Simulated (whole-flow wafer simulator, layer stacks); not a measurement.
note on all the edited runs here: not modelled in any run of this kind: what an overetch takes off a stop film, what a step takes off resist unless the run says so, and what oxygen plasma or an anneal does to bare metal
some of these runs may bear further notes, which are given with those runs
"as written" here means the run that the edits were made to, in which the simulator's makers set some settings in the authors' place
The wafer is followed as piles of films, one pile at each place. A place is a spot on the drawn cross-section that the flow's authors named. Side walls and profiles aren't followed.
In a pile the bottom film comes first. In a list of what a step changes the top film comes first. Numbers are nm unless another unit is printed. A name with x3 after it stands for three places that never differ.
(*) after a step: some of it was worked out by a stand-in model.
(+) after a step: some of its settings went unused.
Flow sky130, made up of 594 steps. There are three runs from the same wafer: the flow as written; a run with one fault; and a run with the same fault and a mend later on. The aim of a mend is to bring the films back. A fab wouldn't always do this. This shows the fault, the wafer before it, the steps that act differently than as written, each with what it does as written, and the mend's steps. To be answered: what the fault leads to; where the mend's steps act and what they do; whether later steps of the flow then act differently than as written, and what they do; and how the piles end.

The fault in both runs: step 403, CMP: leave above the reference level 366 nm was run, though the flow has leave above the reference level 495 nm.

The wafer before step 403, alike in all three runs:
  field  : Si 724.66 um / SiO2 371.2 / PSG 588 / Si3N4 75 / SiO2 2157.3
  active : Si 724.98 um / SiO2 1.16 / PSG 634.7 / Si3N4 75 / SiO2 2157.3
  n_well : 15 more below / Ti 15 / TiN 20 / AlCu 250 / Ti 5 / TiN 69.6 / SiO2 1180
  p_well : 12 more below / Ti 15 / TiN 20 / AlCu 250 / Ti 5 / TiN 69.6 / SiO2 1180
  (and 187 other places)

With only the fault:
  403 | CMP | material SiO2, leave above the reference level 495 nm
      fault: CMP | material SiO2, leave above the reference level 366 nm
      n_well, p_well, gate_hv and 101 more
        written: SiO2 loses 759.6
        fault: SiO2 loses 888.6
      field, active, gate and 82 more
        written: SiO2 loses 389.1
        fault: SiO2 loses 518.1
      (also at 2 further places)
  Steps later in the flow that act otherwise than as written (6 other steps are not shown; they differ only slightly, by no more than 2% or 0.5 nm, whichever is larger):
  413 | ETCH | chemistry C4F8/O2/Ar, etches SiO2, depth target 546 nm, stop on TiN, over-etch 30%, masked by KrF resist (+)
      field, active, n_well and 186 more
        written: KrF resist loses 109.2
        fault: KrF resist loses 75.7
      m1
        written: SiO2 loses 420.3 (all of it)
        fault: SiO2 loses 291.3 (all of it)
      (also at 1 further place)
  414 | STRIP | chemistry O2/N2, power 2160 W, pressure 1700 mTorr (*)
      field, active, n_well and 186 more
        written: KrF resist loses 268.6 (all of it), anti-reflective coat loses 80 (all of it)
        fault: KrF resist loses 302.1 (all of it), anti-reflective coat loses 80 (all of it)
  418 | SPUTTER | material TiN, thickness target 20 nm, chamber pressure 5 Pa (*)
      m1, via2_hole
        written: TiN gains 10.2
        fault: TiN gains 12
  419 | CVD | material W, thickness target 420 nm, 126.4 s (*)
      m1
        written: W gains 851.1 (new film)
        fault: W gains 720.3 (new film)
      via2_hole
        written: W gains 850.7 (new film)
        fault: W gains 719.9 (new film)
  By the end, the piles at field, active, n_well and 190 more depart from the flow's by more than 2% or 0.5 nm, whichever is larger.
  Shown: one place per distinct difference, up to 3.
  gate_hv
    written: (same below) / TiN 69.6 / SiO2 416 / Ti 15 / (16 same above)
    fault: (same below) / TiN 69.6 / SiO2 287 / Ti 15 / (16 same above)
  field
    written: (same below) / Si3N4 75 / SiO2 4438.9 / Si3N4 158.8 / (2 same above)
    fault: (same below) / Si3N4 75 / SiO2 4309.9 / Si3N4 158.8 / (2 same above)
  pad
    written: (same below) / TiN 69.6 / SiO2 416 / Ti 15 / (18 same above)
    fault: (same below) / TiN 69.6 / SiO2 287 / Ti 15 / (18 same above)

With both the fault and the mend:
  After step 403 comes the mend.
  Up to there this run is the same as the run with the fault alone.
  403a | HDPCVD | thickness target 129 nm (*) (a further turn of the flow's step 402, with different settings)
      field, active, n_well and 188 more
        SiO2 gains 129
  None of the later steps of the flow differs from how it acts as written, at any place that is followed, by more than 2% or 0.5 nm, whichever is larger.
  The piles end the same as the flow's at every place that both follow.
